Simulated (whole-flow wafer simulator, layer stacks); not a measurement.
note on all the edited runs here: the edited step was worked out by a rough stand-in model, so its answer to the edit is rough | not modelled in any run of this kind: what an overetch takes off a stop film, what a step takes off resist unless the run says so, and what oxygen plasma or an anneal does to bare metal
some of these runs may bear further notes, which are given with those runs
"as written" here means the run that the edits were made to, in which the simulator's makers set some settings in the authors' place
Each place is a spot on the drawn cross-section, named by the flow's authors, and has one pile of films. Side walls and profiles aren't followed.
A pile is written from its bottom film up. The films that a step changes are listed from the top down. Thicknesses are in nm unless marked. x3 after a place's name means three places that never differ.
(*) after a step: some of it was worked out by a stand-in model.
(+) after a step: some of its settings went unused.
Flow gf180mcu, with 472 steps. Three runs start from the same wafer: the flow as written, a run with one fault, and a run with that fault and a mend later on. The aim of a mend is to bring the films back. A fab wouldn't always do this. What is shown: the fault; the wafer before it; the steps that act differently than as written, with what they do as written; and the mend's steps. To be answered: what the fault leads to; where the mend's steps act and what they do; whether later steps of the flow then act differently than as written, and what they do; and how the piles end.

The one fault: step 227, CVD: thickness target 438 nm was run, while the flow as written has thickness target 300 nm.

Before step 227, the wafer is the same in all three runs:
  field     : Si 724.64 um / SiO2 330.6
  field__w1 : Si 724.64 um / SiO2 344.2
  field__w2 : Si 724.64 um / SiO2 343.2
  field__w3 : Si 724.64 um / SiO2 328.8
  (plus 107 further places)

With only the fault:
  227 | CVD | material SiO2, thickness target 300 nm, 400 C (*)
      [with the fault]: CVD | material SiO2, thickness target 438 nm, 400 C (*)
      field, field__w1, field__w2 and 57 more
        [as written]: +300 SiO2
        [with the fault]: +438 SiO2
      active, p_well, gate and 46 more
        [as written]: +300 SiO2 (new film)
        [with the fault]: +438 SiO2 (new film)
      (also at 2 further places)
  Steps further on in the flow that do not act as written (1 more step, not shown, differs only slightly: by at most 2% or 0.5 nm, whichever is larger):
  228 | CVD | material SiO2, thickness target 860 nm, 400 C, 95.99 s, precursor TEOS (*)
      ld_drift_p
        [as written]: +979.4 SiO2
        [with the fault]: +953.7 SiO2
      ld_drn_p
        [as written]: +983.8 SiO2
        [with the fault]: +953.7 SiO2
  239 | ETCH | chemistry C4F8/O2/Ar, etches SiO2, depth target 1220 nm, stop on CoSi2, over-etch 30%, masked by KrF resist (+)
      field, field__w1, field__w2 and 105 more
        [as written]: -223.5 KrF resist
        [with the fault]: -244 KrF resist
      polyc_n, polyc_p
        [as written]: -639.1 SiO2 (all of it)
        [with the fault]: -777.1 SiO2 (all of it)
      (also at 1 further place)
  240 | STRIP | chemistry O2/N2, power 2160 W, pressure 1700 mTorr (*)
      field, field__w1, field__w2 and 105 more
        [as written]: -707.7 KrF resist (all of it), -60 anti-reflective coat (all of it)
        [with the fault]: -687.2 KrF resist (all of it), -60 anti-reflective coat (all of it)
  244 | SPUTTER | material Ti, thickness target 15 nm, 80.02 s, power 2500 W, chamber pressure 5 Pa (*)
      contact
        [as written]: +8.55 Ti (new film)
        [with the fault]: +7.89 Ti (new film)
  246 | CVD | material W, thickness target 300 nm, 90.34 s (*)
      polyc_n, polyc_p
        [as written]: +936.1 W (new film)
        [with the fault]: +1074.1 W (new film)
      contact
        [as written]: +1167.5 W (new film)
        [with the fault]: +1306.6 W (new film)
  At field__w4, field__w8, contact and 9 more, the piles at the end differ from the flow's by more than 2% or 0.5 nm, whichever is larger.
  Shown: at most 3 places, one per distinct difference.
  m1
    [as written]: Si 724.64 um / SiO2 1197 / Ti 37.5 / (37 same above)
    [with the fault]: Si 724.64 um / SiO2 1335 / Ti 37.5 / (37 same above)
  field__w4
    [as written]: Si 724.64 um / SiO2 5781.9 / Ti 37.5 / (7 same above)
    [with the fault]: Si 724.64 um / SiO2 5919.9 / Ti 37.5 / (7 same above)
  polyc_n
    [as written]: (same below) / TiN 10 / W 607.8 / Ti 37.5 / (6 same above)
    [with the fault]: (same below) / TiN 10 / W 745.8 / Ti 37.5 / (6 same above)

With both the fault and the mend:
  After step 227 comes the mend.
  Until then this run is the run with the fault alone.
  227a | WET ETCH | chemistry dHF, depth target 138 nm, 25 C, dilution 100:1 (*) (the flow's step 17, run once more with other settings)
      field, field__w1, field__w2 and 108 more
        -138 SiO2
  Steps further on in the flow that do not act as written:
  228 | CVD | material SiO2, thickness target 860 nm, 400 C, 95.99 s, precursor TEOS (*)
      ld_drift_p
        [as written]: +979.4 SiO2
        [with the mend]: +953.7 SiO2
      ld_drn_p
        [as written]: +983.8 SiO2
        [with the mend]: +953.7 SiO2
  By the end, the piles equal the flow's at every place that both follow.
